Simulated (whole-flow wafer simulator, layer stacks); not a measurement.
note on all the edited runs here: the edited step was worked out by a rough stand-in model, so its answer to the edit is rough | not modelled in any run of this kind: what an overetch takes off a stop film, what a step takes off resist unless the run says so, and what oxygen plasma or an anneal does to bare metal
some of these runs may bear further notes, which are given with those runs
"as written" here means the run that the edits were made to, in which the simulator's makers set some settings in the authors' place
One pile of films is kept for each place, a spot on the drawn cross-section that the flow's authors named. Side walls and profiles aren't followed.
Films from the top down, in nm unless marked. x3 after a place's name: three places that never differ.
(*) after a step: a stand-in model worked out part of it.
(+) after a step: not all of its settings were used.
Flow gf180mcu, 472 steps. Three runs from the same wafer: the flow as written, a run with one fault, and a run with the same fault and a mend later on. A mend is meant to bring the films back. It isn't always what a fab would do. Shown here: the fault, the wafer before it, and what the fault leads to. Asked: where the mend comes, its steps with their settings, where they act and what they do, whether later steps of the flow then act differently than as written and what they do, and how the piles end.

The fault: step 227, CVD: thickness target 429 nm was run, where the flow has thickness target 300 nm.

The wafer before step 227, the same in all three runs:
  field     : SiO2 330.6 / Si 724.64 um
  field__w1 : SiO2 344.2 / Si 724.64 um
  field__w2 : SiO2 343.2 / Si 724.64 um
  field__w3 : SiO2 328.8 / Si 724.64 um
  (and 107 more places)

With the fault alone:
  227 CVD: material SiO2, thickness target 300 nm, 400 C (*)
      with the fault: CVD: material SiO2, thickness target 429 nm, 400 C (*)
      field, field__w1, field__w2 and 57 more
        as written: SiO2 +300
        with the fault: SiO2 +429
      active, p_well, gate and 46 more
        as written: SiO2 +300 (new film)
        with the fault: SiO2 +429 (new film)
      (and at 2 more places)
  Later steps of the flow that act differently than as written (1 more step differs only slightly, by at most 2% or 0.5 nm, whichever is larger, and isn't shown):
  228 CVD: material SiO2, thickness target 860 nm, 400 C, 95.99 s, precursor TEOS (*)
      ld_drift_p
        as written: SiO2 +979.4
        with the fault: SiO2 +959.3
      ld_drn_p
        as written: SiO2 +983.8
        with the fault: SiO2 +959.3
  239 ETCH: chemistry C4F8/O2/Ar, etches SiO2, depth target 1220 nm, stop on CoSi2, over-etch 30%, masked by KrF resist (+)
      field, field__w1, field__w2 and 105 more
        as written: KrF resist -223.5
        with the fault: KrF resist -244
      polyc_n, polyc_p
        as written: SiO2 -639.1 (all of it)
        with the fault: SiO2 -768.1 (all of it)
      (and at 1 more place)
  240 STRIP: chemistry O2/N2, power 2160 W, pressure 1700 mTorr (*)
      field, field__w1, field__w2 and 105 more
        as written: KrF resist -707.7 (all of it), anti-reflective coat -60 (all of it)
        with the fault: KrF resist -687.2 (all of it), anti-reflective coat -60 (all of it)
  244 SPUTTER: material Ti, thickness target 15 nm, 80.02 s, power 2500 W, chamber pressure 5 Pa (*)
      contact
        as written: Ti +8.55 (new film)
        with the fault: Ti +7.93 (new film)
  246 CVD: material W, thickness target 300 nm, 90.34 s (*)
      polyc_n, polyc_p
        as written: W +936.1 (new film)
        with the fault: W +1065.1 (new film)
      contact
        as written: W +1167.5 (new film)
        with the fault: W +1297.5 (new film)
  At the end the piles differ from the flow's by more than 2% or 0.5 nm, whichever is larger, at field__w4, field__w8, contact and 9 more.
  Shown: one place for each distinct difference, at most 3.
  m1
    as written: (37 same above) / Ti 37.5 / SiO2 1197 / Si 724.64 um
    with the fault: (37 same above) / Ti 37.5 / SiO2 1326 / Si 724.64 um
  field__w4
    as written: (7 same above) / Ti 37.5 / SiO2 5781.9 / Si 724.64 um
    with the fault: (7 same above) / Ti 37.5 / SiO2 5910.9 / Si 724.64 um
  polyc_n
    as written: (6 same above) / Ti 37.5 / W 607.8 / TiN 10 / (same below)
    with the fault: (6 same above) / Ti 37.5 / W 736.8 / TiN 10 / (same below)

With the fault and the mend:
  The mend comes after step 227.
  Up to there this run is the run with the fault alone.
  227a WET ETCH: chemistry dHF, depth target 129 nm, 25 C, dilution 100:1 (*) (the flow's step 17 once more, with other settings)
      field, field__w1, field__w2 and 108 more
        SiO2 -129
  Later steps of the flow that act differently than as written:
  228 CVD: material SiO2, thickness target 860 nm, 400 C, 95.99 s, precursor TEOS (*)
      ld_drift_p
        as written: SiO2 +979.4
        with the mend: SiO2 +959.3
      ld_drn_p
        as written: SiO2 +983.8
        with the mend: SiO2 +959.3
  At the end the piles are the same as the flow's at every place that both follow.
